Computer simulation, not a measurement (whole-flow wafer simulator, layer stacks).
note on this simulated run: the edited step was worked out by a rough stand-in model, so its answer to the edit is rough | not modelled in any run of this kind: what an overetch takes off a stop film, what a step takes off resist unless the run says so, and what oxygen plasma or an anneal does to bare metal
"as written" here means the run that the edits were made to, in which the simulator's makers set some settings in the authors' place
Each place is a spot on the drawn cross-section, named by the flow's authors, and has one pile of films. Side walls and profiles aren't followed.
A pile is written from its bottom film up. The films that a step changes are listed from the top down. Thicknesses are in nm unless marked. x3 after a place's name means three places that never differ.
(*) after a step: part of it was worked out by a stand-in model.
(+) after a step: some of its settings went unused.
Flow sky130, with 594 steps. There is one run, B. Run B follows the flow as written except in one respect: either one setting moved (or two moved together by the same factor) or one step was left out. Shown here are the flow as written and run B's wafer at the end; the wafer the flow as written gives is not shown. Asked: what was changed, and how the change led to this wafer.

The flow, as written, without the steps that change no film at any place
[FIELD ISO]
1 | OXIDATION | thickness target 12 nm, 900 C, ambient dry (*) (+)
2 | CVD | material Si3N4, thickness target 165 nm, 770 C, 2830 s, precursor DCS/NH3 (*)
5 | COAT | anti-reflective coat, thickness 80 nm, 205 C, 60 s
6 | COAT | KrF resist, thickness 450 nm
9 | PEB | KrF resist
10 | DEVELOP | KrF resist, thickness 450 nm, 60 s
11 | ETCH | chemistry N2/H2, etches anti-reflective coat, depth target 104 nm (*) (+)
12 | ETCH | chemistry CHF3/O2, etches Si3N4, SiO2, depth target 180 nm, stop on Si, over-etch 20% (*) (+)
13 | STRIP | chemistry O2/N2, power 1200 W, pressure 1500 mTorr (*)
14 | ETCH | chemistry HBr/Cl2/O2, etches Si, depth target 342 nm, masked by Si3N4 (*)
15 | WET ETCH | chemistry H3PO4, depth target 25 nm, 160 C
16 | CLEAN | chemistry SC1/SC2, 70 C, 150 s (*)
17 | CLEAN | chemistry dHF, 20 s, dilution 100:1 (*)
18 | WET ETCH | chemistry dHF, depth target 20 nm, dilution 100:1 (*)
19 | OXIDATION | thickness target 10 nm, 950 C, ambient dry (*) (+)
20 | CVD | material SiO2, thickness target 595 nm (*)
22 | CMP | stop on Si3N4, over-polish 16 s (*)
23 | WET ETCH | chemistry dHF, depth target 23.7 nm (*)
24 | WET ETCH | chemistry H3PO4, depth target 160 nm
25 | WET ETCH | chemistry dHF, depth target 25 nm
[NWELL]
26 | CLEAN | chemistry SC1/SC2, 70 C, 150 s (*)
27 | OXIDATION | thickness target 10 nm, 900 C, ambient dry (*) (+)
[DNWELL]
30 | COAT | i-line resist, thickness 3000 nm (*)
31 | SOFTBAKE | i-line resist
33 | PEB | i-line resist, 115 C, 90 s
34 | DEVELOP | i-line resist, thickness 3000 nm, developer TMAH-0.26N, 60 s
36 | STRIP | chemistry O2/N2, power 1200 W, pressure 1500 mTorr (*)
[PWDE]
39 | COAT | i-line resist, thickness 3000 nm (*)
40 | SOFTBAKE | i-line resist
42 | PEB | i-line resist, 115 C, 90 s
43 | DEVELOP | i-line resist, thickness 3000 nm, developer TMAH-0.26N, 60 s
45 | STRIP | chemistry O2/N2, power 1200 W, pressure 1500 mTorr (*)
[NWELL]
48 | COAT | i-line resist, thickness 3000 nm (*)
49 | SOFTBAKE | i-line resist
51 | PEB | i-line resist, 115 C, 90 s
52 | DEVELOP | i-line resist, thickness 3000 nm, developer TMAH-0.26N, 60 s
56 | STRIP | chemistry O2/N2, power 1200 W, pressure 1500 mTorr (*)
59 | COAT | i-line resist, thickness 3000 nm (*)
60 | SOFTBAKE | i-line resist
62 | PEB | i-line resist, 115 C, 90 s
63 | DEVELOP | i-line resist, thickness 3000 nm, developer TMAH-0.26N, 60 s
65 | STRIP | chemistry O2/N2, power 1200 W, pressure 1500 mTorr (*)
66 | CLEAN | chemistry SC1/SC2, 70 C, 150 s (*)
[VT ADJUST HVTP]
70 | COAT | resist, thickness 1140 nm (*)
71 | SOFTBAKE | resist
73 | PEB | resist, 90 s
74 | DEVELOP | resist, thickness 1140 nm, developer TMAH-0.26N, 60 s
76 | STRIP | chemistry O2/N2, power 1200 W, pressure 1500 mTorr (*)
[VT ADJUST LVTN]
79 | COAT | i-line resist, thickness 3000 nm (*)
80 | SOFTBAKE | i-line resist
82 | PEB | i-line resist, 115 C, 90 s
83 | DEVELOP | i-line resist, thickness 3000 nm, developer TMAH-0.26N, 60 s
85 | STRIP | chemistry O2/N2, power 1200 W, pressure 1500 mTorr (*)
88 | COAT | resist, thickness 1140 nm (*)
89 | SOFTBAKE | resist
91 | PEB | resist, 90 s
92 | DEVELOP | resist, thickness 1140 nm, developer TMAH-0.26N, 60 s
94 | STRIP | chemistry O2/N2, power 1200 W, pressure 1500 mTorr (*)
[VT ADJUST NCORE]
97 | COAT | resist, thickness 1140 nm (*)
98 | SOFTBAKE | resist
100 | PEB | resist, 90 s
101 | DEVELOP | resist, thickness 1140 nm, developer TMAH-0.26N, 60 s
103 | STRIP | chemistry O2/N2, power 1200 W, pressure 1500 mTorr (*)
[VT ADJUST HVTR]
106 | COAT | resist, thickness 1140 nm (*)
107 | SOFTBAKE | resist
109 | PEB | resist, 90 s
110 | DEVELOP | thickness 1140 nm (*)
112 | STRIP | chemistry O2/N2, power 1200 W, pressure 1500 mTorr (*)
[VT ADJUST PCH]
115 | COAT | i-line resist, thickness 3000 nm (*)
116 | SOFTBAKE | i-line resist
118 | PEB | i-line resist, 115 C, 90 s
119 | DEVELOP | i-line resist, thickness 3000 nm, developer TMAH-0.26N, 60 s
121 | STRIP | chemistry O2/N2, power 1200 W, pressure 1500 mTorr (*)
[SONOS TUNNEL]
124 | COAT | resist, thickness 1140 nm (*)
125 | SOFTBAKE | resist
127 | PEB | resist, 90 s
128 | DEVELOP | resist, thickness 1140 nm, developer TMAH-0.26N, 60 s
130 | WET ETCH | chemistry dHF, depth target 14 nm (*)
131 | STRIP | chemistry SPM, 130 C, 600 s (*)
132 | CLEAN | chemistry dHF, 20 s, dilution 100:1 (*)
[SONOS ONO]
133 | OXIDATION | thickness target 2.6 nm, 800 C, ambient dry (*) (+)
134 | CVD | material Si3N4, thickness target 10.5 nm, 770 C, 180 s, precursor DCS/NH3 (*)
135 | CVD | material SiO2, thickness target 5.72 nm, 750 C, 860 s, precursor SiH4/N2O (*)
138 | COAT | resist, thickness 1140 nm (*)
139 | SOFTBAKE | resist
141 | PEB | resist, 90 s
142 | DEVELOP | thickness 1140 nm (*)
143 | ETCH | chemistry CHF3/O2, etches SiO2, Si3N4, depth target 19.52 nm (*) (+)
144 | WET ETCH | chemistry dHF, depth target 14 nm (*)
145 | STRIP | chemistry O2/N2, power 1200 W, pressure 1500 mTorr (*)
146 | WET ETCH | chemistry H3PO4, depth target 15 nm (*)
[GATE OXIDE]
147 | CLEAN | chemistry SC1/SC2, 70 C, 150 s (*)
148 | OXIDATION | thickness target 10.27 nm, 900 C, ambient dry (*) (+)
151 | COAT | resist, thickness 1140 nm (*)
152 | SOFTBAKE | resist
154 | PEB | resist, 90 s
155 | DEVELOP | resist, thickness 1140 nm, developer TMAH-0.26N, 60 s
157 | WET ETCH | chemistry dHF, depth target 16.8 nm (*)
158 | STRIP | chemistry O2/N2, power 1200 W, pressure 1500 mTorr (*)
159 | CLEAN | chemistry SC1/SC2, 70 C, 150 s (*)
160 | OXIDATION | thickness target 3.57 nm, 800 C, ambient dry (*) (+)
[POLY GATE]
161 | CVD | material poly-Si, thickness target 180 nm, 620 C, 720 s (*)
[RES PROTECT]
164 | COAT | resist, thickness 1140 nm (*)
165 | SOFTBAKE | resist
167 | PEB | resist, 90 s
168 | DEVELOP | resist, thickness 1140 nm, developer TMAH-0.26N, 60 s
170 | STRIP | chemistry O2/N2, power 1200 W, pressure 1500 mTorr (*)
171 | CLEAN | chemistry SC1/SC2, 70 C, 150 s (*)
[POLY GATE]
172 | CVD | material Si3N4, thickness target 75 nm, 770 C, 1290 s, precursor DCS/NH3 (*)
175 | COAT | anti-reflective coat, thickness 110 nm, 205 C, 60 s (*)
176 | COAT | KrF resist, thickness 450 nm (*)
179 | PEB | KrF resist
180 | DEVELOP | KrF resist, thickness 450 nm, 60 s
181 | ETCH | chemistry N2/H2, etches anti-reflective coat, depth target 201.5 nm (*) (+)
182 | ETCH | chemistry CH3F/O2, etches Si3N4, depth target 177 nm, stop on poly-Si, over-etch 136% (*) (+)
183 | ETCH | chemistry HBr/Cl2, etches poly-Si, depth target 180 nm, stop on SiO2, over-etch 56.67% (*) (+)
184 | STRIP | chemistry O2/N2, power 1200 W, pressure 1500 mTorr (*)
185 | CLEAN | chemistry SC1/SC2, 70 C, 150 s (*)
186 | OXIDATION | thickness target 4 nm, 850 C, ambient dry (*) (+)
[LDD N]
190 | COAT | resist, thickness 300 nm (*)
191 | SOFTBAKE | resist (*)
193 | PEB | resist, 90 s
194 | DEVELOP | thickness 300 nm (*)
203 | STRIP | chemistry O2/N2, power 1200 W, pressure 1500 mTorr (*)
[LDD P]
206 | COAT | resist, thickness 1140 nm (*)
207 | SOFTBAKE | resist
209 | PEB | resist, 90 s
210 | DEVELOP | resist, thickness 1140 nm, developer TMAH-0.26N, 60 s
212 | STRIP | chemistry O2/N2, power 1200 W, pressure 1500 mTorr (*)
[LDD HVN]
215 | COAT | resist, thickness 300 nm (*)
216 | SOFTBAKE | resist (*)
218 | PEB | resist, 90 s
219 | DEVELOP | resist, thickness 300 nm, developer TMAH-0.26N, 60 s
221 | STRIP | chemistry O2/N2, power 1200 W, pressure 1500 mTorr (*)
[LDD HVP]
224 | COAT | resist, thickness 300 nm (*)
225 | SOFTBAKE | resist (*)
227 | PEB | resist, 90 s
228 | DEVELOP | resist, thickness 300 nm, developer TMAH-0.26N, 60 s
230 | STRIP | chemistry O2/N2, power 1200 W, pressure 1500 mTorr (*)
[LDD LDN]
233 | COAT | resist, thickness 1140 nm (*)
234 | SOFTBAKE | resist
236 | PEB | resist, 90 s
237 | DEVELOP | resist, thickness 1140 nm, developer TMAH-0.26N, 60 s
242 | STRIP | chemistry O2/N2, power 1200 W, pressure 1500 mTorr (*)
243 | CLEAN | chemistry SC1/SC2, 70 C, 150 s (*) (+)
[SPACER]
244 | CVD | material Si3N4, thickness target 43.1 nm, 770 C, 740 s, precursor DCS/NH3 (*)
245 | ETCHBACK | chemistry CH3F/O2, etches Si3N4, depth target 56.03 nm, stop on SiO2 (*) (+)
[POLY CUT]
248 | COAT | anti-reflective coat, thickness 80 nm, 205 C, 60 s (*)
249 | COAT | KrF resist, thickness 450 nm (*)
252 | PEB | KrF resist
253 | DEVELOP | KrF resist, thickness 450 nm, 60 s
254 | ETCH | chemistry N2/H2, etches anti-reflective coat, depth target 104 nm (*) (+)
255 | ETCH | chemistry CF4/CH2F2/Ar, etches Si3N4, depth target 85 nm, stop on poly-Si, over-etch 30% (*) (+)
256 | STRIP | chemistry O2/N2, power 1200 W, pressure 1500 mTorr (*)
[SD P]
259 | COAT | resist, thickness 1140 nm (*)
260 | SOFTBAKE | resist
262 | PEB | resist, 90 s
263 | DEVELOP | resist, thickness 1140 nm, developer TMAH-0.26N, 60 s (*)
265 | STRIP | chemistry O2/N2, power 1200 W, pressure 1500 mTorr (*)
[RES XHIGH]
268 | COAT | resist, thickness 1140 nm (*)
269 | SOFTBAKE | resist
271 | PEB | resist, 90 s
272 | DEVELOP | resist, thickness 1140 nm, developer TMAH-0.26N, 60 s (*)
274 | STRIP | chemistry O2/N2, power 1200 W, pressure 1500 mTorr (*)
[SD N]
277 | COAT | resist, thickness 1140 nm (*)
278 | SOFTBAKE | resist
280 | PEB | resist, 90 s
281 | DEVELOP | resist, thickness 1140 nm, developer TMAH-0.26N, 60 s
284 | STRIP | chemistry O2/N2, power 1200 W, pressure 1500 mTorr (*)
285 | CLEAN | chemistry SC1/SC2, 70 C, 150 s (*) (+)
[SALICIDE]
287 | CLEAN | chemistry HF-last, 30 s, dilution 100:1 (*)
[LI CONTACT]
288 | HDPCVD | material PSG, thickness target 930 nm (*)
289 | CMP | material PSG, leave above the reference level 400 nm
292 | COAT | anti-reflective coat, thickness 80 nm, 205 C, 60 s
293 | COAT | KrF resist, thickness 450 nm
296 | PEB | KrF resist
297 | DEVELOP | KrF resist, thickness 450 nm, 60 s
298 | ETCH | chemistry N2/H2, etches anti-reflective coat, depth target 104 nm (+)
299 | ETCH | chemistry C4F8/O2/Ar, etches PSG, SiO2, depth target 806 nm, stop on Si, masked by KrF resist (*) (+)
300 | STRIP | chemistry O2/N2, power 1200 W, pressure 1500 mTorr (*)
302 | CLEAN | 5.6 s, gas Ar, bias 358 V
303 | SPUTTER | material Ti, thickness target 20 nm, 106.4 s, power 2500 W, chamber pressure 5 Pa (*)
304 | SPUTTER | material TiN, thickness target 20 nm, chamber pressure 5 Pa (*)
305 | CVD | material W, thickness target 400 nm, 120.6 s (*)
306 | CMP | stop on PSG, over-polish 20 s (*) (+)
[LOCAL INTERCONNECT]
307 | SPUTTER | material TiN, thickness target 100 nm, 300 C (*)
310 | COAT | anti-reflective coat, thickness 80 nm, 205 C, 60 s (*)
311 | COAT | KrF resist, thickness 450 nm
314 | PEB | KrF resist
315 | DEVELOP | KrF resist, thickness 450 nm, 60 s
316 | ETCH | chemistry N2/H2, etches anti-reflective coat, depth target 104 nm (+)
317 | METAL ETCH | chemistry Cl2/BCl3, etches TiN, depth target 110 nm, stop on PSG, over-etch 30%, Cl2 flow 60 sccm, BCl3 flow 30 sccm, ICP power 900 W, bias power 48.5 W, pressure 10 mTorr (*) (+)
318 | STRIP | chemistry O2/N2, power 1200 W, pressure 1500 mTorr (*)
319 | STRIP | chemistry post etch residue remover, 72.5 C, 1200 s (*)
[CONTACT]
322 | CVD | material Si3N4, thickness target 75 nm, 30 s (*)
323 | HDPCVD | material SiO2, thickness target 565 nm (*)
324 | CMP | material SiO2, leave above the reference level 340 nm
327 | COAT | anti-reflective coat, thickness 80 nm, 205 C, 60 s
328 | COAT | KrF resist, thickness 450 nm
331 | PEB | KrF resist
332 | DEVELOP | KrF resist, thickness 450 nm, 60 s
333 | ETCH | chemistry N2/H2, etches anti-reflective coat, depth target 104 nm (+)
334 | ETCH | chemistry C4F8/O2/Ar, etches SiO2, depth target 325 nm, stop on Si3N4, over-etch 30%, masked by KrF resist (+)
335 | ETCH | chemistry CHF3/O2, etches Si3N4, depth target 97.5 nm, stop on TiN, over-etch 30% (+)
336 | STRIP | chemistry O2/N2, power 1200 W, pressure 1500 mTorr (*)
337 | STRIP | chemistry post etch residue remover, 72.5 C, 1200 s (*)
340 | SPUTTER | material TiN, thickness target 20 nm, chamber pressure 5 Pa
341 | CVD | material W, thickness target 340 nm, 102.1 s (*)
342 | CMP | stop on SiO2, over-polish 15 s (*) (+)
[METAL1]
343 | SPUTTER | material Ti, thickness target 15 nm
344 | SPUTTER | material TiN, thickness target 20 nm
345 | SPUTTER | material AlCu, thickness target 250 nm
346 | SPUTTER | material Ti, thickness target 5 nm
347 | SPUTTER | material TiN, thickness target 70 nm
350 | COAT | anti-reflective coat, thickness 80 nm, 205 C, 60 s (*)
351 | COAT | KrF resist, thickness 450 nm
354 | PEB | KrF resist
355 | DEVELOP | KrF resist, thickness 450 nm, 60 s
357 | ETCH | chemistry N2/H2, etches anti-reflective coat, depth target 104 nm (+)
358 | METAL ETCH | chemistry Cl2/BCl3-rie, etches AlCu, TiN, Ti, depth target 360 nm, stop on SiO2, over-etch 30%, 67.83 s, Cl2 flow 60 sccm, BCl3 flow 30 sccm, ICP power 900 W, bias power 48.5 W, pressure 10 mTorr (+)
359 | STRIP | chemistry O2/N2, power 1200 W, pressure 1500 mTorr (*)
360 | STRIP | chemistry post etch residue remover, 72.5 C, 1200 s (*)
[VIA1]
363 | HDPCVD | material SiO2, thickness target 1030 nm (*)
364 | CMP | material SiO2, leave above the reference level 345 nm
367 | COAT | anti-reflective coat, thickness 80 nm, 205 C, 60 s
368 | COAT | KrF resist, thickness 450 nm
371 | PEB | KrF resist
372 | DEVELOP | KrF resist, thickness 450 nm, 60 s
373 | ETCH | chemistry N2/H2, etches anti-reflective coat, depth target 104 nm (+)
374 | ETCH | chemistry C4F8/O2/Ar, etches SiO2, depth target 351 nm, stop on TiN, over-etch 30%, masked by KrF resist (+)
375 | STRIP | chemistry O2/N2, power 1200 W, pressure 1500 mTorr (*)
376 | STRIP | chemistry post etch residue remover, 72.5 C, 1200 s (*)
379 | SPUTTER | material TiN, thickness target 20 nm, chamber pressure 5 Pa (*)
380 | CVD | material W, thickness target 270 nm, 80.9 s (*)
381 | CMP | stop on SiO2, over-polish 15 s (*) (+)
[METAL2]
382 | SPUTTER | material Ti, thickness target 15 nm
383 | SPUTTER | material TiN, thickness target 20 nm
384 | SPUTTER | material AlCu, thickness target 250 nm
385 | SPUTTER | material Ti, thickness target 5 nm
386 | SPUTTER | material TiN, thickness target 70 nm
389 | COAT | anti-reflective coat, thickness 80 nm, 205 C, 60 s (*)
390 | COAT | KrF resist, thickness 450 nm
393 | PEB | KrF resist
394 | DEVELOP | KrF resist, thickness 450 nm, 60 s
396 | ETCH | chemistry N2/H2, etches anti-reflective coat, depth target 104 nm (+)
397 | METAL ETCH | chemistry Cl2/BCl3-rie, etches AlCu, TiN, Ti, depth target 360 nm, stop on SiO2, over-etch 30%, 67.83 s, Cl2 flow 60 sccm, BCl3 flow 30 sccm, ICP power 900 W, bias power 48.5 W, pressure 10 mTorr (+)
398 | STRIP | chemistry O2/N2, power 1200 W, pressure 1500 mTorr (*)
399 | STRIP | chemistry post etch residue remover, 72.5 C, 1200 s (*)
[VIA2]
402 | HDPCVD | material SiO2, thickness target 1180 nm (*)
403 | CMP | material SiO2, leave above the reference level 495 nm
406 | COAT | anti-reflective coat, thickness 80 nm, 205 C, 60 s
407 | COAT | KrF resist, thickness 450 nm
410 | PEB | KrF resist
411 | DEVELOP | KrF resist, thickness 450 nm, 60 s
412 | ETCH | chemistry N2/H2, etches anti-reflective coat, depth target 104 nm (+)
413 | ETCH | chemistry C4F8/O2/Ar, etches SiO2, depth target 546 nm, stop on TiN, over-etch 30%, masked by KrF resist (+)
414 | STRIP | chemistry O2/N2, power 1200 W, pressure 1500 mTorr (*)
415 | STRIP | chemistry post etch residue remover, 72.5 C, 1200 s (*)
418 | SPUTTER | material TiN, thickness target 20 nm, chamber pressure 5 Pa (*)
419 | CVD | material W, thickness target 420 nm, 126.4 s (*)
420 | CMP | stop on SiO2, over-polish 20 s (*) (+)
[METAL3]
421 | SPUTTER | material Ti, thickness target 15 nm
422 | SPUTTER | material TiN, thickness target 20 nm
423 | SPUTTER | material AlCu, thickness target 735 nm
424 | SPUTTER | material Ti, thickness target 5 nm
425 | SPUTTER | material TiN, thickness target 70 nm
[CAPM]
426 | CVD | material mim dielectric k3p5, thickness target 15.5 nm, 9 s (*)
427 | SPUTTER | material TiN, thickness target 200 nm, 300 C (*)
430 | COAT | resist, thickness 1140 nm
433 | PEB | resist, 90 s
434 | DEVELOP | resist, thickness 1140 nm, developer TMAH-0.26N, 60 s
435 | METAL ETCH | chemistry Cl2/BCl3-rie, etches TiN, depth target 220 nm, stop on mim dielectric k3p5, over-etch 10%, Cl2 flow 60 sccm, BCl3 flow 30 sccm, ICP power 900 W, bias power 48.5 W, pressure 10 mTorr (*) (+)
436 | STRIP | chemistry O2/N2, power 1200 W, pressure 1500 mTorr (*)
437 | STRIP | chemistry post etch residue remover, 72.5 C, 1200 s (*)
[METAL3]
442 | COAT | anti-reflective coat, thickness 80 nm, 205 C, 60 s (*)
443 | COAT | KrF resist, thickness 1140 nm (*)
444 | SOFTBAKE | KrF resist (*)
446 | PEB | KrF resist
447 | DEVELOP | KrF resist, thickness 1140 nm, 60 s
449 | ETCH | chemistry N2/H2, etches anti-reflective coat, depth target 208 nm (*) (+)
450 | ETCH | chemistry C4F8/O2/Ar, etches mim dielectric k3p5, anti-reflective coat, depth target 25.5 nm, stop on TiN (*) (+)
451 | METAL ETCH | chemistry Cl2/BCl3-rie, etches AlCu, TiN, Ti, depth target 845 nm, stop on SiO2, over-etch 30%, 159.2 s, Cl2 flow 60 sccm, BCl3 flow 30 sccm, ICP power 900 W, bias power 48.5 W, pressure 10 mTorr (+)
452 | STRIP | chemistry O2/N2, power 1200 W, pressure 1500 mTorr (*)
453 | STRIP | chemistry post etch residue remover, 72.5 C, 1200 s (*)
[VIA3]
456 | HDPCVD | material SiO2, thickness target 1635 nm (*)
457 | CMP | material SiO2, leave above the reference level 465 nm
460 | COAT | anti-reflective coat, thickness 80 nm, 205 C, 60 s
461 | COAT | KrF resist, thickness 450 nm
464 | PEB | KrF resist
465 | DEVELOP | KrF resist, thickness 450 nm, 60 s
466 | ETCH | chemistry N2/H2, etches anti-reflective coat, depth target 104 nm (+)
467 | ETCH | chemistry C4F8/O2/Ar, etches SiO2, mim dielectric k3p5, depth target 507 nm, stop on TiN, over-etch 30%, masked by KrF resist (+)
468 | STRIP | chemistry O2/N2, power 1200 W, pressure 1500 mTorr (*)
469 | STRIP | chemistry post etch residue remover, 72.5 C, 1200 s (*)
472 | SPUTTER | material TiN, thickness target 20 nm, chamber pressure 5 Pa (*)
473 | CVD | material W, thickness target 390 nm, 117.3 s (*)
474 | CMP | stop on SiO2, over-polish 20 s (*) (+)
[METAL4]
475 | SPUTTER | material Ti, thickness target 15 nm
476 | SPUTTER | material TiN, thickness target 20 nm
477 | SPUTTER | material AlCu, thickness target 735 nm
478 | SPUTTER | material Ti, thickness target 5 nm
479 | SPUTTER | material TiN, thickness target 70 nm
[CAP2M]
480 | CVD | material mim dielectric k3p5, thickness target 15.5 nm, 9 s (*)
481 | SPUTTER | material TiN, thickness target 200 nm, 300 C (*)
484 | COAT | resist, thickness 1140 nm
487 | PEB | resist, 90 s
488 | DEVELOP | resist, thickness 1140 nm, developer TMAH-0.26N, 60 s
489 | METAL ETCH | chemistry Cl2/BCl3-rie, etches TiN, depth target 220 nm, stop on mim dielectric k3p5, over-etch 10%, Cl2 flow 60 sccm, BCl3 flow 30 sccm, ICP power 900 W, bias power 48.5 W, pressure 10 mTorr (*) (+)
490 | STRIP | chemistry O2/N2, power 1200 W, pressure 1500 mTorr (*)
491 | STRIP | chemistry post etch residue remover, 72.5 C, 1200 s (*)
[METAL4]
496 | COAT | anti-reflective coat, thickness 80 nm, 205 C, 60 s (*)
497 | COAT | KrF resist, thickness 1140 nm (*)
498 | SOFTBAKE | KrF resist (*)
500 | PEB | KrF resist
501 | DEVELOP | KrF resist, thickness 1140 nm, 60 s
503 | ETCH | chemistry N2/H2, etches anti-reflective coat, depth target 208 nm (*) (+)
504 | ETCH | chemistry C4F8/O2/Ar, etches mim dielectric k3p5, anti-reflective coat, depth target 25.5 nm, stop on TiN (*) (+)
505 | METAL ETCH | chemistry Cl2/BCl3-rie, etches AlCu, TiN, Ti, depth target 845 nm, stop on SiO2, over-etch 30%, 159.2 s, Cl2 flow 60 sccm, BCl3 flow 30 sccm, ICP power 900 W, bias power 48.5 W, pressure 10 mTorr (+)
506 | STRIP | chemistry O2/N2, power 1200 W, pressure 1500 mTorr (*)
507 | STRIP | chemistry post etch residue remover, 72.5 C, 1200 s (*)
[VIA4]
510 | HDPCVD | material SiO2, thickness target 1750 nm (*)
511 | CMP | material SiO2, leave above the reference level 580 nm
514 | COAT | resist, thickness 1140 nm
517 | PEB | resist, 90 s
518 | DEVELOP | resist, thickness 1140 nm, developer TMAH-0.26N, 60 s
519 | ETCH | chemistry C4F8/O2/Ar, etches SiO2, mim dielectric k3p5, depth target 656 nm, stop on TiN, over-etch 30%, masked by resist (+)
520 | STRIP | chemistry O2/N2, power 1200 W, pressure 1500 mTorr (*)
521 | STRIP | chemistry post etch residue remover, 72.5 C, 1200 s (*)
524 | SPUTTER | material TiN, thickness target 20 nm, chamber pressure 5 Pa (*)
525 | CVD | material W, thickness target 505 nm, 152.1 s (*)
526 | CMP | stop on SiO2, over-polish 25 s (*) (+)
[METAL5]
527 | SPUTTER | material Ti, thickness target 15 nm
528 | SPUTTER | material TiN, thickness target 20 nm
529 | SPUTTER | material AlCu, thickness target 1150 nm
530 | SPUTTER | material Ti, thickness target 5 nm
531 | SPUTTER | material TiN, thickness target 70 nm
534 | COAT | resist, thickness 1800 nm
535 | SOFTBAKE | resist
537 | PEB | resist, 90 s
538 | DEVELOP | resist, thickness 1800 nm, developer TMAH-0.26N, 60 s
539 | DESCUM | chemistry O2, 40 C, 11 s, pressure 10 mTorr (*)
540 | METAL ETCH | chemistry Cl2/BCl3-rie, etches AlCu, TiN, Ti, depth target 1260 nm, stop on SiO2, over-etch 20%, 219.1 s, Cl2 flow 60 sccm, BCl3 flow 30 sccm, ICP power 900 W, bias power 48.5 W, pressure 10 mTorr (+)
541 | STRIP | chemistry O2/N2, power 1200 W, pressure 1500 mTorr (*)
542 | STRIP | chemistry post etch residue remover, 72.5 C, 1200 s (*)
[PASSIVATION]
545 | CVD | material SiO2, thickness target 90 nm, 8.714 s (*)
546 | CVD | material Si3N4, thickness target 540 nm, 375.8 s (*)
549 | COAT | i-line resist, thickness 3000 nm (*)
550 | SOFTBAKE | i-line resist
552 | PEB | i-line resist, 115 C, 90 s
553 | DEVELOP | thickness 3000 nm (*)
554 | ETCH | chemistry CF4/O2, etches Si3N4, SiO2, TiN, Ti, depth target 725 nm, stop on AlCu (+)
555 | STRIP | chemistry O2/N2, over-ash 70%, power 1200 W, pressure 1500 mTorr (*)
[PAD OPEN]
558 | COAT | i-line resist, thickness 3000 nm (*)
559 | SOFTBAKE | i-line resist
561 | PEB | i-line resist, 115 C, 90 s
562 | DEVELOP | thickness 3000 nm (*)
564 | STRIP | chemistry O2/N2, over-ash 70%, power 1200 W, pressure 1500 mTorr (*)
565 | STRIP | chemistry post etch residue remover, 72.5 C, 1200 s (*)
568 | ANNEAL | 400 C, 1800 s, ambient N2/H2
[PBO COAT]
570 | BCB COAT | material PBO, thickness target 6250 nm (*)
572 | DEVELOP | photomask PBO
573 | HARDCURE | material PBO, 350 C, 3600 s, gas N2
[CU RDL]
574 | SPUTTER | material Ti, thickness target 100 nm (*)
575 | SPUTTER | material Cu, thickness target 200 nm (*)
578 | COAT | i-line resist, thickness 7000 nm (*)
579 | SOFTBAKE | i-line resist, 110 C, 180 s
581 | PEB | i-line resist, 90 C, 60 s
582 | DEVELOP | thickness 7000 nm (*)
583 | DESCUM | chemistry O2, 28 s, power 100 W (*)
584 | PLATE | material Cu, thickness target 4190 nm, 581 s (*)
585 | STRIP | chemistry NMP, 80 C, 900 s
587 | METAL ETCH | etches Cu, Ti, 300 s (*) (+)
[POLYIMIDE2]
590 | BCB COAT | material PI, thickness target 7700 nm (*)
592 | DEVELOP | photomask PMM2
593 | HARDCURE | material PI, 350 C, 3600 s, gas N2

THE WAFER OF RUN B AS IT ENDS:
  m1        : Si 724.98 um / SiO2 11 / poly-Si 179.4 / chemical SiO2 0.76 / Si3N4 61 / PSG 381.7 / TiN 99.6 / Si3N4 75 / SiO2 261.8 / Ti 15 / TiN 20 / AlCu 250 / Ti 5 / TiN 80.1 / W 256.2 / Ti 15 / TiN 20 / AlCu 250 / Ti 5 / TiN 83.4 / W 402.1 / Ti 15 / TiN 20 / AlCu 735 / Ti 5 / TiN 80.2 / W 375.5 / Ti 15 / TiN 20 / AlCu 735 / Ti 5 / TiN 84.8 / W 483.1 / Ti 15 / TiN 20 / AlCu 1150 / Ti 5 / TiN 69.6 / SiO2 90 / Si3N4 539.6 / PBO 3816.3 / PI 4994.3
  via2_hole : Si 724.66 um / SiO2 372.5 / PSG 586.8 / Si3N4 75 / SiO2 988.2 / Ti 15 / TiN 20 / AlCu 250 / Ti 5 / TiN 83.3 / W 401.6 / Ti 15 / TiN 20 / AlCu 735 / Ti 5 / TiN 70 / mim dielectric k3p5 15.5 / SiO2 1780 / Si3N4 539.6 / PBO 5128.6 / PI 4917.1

Cause: step 418, SPUTTER: thickness target 28 nm was run, though the flow has thickness target 20 nm.

How this came from the change, step by step:
  418 | SPUTTER | material TiN, thickness target 20 nm, chamber pressure 5 Pa (*)
      field, active, n_well and 186 more: TiN gains 28 (new film) (as written it would have been: TiN gains 20 (new film))
      m1, via2_hole: TiN gains 14.2 (as written it would have been: TiN gains 10.2)
  420 | CMP | stop on SiO2, over-polish 20 s (*) (+)
      field, active, n_well and 186 more: W loses 420 (all of it), TiN loses 28 (all of it), SiO2 loses 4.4 (as written it would have been: W loses 420 (all of it), TiN loses 20 (all of it), SiO2 loses 4.4)
